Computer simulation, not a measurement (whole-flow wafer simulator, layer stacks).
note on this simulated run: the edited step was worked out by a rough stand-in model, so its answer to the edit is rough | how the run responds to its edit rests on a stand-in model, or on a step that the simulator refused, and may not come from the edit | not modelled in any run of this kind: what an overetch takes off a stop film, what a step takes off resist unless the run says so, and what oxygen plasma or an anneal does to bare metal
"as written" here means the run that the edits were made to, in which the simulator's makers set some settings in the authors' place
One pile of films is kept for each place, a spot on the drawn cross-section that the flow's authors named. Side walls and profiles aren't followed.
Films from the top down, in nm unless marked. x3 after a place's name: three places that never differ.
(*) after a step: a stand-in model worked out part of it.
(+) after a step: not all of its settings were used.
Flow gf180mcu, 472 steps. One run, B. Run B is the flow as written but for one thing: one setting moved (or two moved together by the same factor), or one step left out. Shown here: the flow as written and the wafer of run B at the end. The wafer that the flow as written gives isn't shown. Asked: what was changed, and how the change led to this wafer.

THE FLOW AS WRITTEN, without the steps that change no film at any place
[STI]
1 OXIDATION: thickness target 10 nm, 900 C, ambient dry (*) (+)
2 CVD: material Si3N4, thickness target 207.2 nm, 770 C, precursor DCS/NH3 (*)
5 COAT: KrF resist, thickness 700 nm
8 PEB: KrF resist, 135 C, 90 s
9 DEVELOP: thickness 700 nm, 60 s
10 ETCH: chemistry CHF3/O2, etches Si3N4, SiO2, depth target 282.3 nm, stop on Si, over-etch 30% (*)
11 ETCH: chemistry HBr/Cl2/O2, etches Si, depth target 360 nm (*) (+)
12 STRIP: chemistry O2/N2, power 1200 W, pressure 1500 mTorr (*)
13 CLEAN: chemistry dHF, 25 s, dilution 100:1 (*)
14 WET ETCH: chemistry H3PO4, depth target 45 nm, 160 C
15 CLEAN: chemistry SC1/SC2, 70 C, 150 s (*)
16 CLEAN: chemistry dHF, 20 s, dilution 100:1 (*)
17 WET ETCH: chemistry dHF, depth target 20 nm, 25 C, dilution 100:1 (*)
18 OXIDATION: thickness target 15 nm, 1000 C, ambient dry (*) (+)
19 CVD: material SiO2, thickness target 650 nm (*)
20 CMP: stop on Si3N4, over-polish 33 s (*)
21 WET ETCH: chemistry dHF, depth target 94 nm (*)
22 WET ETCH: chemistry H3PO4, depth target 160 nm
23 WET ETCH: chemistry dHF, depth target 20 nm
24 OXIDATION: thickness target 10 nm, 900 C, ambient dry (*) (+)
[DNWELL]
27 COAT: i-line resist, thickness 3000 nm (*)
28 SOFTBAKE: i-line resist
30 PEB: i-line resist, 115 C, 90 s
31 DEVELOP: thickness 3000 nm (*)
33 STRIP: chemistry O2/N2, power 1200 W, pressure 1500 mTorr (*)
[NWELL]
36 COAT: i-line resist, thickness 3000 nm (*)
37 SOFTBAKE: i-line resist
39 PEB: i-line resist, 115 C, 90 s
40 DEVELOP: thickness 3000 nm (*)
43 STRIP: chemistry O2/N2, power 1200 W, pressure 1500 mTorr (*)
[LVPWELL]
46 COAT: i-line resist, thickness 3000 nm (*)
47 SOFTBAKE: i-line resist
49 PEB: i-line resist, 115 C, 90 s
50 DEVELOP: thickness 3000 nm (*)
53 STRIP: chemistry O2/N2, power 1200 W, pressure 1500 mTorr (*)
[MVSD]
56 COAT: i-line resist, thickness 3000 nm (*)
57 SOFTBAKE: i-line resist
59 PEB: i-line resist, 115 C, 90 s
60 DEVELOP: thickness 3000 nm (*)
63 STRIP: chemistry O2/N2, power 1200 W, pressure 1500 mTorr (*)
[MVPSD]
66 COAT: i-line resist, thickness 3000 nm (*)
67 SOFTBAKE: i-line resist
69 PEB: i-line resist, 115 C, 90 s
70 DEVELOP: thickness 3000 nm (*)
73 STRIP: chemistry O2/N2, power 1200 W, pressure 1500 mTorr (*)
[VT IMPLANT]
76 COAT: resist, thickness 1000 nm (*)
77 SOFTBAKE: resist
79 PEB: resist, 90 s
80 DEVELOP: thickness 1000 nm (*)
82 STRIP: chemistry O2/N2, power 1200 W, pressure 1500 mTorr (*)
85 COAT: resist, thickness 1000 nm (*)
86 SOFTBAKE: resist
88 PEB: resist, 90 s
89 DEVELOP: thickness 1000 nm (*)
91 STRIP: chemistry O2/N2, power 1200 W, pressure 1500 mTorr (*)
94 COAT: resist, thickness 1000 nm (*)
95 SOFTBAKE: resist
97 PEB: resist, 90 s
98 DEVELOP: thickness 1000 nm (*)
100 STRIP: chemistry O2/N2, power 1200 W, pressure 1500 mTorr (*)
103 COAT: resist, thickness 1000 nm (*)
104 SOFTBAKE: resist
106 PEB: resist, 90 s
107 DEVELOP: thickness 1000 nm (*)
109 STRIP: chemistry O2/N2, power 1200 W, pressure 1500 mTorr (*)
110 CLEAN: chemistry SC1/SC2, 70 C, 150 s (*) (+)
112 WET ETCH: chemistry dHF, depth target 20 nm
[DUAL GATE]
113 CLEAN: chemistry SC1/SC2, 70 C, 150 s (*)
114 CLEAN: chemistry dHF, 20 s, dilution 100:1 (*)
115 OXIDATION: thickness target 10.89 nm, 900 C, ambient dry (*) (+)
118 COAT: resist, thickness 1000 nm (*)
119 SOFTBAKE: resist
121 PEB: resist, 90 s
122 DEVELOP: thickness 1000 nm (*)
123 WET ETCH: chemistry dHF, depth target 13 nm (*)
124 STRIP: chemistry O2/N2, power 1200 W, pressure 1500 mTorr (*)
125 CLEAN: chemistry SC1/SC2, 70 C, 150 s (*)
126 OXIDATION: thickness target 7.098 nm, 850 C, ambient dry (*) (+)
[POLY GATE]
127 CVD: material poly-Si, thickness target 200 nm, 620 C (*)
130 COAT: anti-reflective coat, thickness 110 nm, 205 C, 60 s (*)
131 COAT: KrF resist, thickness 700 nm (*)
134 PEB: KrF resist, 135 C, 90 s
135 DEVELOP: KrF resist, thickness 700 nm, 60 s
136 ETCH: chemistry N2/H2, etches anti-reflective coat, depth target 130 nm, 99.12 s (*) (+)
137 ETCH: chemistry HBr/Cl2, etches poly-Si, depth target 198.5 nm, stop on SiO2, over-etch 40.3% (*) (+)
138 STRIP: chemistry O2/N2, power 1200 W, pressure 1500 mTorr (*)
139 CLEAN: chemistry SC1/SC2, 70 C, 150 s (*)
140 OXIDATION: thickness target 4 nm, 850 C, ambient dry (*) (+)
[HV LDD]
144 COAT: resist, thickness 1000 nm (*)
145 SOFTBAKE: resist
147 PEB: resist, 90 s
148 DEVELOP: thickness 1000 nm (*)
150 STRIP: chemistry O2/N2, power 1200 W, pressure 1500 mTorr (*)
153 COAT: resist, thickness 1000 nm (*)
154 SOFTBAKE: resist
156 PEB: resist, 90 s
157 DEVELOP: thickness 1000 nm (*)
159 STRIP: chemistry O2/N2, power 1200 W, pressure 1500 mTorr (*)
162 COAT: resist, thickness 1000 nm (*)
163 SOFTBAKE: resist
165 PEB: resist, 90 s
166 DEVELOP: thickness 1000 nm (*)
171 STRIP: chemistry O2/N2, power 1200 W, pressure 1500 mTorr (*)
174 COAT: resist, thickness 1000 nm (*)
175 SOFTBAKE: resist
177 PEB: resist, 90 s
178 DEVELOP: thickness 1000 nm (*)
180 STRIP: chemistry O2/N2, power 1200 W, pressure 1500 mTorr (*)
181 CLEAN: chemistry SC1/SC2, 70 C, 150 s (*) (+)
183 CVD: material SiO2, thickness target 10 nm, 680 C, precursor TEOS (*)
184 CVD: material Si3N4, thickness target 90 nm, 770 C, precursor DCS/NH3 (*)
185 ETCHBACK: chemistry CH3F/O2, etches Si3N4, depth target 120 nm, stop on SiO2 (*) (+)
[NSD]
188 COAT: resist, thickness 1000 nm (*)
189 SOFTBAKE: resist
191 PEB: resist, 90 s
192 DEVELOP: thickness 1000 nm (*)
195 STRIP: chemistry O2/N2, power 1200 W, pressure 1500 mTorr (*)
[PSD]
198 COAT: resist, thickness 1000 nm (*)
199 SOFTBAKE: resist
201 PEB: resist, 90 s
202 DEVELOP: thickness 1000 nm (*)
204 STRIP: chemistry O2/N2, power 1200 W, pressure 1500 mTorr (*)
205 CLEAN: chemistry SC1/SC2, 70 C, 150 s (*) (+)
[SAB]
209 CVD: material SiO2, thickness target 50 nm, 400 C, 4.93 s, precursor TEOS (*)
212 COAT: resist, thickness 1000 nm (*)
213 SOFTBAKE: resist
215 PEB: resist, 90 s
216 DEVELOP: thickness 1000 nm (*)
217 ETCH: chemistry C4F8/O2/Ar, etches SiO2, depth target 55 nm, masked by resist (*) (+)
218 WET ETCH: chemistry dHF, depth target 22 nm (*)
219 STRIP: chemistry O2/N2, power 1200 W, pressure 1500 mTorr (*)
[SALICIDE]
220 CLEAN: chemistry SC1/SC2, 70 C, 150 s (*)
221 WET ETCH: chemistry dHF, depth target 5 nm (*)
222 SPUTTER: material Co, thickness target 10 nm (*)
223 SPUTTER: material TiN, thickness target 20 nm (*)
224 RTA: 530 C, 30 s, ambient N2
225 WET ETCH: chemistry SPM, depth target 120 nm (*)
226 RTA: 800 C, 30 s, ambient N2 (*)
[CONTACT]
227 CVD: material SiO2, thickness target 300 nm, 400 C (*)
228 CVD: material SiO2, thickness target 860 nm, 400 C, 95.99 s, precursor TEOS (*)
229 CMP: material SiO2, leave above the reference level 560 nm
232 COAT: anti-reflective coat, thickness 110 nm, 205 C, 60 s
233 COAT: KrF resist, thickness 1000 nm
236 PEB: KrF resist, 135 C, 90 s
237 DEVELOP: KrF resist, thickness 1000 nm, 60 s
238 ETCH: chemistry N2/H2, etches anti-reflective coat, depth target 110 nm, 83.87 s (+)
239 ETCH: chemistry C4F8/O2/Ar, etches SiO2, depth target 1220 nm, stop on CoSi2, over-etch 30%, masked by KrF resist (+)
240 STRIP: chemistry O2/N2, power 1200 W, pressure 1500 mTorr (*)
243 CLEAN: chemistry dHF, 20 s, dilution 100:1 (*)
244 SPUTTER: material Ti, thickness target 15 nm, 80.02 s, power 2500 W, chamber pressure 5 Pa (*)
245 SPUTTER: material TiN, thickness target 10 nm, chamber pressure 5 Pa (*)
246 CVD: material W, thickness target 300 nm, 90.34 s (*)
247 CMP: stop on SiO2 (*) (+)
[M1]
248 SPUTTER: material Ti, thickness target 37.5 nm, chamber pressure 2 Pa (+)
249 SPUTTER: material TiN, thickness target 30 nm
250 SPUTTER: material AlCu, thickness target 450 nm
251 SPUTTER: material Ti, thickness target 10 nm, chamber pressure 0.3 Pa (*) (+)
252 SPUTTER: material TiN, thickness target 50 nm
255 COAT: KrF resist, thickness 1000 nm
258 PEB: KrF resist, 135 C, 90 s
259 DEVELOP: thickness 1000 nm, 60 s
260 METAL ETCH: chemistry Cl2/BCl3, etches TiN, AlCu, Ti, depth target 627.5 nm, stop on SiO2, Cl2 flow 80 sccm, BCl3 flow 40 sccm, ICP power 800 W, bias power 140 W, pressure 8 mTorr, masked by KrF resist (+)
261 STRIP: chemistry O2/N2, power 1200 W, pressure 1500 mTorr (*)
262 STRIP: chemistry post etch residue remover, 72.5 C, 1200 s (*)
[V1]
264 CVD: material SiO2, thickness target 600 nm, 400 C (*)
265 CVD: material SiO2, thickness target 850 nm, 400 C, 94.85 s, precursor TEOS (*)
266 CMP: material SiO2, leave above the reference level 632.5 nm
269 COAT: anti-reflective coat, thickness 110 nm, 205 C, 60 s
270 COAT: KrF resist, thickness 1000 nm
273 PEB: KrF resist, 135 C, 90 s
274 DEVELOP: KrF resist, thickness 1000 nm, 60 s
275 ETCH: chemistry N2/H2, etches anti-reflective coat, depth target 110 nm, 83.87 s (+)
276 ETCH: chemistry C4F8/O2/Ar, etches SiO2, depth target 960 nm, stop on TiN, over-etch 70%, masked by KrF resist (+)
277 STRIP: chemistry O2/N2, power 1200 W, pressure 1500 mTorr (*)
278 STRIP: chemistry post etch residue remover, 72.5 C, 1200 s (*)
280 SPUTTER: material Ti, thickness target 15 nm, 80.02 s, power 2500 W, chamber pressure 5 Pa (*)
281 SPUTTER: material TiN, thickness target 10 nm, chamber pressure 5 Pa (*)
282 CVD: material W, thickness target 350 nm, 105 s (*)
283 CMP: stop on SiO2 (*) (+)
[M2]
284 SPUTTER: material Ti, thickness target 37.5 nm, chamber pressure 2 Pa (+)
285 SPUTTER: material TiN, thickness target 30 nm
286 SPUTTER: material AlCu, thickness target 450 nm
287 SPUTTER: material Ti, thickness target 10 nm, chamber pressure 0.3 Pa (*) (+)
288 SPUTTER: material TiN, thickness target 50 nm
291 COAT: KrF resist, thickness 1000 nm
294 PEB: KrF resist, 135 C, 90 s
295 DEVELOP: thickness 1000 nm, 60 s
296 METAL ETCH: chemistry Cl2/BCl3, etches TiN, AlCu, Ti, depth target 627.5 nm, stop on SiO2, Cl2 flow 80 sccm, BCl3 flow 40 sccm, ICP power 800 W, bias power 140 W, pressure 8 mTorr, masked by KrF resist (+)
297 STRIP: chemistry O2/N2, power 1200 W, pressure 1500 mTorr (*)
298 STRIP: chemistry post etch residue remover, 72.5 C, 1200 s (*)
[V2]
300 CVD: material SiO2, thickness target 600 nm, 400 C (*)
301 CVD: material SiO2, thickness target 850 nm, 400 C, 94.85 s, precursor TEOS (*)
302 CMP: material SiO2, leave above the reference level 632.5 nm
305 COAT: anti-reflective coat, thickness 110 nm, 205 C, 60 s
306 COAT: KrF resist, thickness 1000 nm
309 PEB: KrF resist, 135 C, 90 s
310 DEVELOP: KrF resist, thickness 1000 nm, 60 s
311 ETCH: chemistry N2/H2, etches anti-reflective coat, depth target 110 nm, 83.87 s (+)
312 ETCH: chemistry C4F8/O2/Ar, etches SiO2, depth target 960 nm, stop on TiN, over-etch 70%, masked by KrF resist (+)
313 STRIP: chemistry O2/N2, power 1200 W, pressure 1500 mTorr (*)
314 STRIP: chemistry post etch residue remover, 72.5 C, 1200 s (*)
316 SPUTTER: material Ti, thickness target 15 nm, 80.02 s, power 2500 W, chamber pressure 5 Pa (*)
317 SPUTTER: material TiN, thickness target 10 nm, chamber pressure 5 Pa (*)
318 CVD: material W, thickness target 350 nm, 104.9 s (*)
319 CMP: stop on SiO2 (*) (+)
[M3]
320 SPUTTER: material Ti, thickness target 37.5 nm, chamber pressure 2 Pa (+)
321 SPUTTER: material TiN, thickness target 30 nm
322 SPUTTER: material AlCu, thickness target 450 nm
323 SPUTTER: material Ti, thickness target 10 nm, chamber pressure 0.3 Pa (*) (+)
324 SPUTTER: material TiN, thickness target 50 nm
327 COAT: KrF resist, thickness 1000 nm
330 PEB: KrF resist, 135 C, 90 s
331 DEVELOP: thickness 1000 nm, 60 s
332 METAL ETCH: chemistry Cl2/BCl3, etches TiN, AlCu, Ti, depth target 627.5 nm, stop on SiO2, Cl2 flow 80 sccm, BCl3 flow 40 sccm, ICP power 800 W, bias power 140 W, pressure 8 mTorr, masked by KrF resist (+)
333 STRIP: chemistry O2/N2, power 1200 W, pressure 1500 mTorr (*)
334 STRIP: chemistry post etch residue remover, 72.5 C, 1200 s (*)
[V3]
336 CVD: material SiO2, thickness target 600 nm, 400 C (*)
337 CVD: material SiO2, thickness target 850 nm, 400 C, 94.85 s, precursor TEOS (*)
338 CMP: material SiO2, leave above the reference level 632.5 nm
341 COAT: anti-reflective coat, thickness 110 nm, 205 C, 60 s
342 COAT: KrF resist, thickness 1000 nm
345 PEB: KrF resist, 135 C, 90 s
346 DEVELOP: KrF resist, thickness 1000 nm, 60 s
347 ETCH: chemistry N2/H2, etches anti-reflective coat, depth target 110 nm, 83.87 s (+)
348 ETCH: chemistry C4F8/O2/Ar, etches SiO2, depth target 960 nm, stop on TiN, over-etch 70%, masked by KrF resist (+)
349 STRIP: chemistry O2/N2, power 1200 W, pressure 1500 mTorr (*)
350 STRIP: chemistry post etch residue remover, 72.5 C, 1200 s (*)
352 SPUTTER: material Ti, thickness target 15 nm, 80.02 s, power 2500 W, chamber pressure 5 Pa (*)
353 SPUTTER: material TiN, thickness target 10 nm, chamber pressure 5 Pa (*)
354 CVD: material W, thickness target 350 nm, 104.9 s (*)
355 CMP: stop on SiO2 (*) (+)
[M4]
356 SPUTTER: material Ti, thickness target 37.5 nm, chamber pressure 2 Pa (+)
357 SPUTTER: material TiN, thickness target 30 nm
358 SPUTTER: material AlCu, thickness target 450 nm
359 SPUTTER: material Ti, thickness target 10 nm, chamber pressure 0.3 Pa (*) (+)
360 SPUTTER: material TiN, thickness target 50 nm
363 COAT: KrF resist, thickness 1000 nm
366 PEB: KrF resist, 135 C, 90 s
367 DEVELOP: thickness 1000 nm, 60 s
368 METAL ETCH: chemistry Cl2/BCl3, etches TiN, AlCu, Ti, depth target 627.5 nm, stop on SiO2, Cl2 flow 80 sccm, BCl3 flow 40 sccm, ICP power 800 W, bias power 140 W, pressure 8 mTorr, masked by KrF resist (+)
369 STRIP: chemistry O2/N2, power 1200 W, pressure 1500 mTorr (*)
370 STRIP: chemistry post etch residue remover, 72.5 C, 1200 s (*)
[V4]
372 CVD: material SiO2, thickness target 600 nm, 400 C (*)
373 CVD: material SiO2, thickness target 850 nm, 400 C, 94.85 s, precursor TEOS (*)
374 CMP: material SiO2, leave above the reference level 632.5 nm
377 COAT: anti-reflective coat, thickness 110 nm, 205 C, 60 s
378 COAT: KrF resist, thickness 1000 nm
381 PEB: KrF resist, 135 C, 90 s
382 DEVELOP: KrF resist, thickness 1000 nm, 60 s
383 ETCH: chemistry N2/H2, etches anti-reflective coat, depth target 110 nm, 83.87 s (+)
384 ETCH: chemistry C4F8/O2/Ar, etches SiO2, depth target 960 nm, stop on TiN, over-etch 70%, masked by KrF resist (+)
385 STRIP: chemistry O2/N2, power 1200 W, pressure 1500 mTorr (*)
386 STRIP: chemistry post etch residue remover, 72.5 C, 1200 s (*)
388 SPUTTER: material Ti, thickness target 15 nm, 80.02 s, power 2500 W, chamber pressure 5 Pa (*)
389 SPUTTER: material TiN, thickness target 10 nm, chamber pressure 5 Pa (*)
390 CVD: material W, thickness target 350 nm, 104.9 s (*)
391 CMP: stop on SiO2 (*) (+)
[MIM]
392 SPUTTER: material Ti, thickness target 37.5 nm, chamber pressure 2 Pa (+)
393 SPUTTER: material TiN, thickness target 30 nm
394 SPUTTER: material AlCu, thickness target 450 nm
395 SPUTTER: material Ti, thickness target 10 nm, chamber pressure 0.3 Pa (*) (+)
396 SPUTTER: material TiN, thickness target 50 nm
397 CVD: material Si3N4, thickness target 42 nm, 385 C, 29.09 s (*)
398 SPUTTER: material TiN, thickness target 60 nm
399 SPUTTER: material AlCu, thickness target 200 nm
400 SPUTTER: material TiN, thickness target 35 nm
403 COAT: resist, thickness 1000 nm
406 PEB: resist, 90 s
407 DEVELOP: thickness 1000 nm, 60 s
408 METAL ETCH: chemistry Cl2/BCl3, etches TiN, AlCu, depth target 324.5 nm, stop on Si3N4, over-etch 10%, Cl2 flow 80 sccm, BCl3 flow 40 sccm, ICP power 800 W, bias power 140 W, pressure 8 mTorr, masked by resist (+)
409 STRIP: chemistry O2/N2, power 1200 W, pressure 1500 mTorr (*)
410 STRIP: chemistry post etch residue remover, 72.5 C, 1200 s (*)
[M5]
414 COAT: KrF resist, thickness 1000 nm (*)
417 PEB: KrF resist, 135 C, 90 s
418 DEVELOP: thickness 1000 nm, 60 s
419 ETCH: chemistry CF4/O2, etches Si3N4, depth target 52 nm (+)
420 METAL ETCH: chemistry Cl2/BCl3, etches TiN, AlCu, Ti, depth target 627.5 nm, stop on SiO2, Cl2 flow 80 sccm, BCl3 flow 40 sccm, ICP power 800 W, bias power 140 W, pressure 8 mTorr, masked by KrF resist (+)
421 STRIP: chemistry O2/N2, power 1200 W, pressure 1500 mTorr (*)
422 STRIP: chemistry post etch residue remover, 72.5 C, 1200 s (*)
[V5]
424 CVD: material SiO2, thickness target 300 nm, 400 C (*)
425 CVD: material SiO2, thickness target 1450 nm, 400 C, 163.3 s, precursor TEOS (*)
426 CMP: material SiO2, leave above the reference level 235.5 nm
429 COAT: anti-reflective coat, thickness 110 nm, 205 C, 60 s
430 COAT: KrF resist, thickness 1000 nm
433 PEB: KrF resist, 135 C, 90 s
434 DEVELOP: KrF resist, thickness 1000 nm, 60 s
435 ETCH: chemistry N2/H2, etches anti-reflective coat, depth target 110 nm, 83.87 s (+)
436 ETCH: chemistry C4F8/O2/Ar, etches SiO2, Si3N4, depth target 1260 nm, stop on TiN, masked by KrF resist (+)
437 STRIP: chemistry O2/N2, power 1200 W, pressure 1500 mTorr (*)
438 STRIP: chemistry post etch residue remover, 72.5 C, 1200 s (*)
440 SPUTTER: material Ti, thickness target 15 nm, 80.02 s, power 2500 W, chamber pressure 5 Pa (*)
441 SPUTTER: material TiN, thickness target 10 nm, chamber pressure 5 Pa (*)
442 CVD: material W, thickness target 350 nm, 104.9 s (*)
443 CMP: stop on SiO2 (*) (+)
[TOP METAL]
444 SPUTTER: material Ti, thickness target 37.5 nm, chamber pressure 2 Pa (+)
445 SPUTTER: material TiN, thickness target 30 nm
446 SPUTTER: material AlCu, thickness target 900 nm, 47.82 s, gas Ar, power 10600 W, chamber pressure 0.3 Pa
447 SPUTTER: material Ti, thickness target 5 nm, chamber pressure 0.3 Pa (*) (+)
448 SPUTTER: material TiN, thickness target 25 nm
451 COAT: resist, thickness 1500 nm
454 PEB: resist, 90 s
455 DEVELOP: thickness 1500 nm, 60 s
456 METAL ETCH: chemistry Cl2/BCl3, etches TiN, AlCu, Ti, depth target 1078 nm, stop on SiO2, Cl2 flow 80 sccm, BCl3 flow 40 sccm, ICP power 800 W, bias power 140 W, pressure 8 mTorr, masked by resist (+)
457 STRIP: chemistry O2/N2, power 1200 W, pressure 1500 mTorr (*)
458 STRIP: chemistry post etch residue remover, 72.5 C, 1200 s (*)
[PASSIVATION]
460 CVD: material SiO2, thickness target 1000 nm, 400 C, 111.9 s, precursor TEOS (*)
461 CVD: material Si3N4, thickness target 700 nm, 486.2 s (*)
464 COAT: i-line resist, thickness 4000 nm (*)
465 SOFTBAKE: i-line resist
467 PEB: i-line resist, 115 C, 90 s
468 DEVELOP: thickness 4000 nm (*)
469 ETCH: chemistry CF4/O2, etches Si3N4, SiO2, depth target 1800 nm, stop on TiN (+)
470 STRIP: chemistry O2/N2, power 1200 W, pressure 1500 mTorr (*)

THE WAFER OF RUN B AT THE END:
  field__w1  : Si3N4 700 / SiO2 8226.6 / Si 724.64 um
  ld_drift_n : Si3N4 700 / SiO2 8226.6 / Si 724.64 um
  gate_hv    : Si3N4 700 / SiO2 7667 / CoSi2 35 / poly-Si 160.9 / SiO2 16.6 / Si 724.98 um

The cause: step 115, OXIDATION: thickness target 13.5 nm was run, where the flow has thickness target 10.89 nm.

How the change led to this, step by step:
  115 OXIDATION: thickness target 10.89 nm, 900 C, ambient dry (*) (+)
      active, n_well, p_well and 40 more: SiO2 +13.5 (new film), Si -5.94 (as written it would be: SiO2 +10.9 (new film), Si -4.79)
      npoly_sal, sti_nw: SiO2 +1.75, Si -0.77 (as written it would be: SiO2 +1.24, Si -0.55)
  123 WET ETCH: chemistry dHF, depth target 13 nm (*)
      active, n_well, p_well and 12 more: SiO2 -13 (as written it would be: SiO2 -10.9 (all of it))
  124 STRIP: chemistry O2/N2, power 1200 W, pressure 1500 mTorr (*)
      active, n_well, p_well and 12 more: nothing (as written it would be: chemical SiO2 +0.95 (new film), Si -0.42)
  126 OXIDATION: thickness target 7.098 nm, 850 C, ambient dry (*) (+)
      active, n_well, p_well and 12 more: SiO2 +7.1 (new film), Si -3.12 (as written it would be: SiO2 +7.1 (new film), chemical SiO2 -0.76 (all of it), Si -2.79)
  189 SOFTBAKE: resist
      field__w9: resist -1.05 (as written it would be: resist +1.85)
  199 SOFTBAKE: resist
      field__w9: resist -1.05 (as written it would be: resist +1.85)
  218 WET ETCH: chemistry dHF, depth target 22 nm (*)
      ldn_tap, ldn_src, ldn_drn, ldp_tap, ldp_src, ldp_drn, ldp_gr: SiO2 -18.3 (all of it) (as written it would be: SiO2 -16 (all of it))
      ld_drn_n, ld_sd_p: SiO2 -17.1 (all of it) (as written it would be: SiO2 -14.8 (all of it))
      (and at 5 more places)
